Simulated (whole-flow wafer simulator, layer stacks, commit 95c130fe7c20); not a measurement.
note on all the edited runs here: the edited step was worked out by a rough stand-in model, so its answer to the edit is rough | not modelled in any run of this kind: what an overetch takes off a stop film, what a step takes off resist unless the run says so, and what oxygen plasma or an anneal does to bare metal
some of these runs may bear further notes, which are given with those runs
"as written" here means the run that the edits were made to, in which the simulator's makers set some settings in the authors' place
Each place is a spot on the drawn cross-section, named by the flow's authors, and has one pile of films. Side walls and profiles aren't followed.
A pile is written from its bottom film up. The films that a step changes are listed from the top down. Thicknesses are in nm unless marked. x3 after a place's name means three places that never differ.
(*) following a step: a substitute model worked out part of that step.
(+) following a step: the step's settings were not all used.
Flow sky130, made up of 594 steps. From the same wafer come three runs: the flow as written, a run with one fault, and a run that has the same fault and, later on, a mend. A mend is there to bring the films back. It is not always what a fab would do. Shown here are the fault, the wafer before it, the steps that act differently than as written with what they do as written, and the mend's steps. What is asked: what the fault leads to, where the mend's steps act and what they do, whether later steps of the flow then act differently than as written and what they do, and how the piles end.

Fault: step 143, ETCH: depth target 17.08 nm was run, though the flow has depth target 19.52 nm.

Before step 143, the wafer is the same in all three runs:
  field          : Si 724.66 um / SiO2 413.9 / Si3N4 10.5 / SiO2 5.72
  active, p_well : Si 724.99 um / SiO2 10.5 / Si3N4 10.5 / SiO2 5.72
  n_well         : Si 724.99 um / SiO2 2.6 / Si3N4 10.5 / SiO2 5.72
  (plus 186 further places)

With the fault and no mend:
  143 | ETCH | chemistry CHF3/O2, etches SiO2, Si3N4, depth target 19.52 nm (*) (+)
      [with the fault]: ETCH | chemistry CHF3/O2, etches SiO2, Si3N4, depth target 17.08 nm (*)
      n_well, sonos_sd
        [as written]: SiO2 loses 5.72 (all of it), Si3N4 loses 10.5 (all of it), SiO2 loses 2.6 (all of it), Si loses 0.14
        [with the fault]: SiO2 loses 5.72 (all of it), Si3N4 loses 10.5 (all of it), SiO2 loses 0.86
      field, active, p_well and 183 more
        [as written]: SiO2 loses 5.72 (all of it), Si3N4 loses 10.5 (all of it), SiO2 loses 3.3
        [with the fault]: SiO2 loses 5.72 (all of it), Si3N4 loses 10.5 (all of it), SiO2 loses 0.86
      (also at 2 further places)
  Steps later in the flow that act otherwise than as written (67 more steps, not shown, differ only slightly: by at most 2% or 0.5 nm, whichever is larger):
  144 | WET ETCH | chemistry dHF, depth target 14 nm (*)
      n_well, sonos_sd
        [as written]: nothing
        [with the fault]: SiO2 loses 1.74 (all of it)
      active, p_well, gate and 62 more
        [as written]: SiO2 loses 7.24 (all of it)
        [with the fault]: SiO2 loses 9.68 (all of it)
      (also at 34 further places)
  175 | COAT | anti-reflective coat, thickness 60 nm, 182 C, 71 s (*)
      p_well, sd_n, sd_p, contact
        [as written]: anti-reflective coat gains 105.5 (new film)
        [with the fault]: anti-reflective coat gains 107.8 (new film)
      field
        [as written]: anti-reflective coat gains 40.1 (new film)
        [with the fault]: anti-reflective coat gains 39.2 (new film)
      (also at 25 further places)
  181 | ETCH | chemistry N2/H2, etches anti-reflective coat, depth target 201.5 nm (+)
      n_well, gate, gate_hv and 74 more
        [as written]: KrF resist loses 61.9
        [with the fault]: KrF resist loses 63.2
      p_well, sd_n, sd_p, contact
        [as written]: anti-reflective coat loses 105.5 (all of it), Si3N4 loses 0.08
        [with the fault]: anti-reflective coat loses 107.8 (all of it), Si3N4 loses 0.08
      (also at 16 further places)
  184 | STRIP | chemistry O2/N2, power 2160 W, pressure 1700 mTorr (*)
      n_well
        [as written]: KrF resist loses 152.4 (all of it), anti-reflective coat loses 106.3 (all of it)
        [with the fault]: KrF resist loses 150.4 (all of it), anti-reflective coat loses 108.5 (all of it)
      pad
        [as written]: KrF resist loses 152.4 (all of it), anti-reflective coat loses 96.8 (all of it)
        [with the fault]: KrF resist loses 150.4 (all of it), anti-reflective coat loses 99.1 (all of it)
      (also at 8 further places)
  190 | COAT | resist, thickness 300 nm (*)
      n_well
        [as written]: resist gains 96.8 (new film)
        [with the fault]: resist gains 99 (new film)
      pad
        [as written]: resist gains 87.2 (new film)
        [with the fault]: resist gains 89.6 (new film)
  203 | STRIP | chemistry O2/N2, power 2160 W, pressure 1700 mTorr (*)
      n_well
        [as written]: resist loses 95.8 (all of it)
        [with the fault]: resist loses 98 (all of it)
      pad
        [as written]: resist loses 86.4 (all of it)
        [with the fault]: resist loses 88.7 (all of it)
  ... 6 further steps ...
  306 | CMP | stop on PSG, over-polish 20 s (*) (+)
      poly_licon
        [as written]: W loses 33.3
        [with the fault]: W loses 35.8
  At the end the piles are close to the flow's at the places that both follow, differing by at most 2% or 0.5 nm, whichever is larger.

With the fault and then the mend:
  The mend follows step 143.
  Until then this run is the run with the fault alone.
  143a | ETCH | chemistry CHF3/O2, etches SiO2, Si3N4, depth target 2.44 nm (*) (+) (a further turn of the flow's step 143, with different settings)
      field, active, p_well and 183 more
        SiO2 loses 2.44
      n_well, sonos_sd
        SiO2 loses 1.74 (all of it), Si loses 0.14
      sonos_cell, sonos_cell_x
        resist loses 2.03
  Later steps of the flow that are run all act as written at every place that is followed, up to a difference of at most 2% or 0.5 nm, whichever is larger.
  The piles end the same as the flow's at every place that both follow.
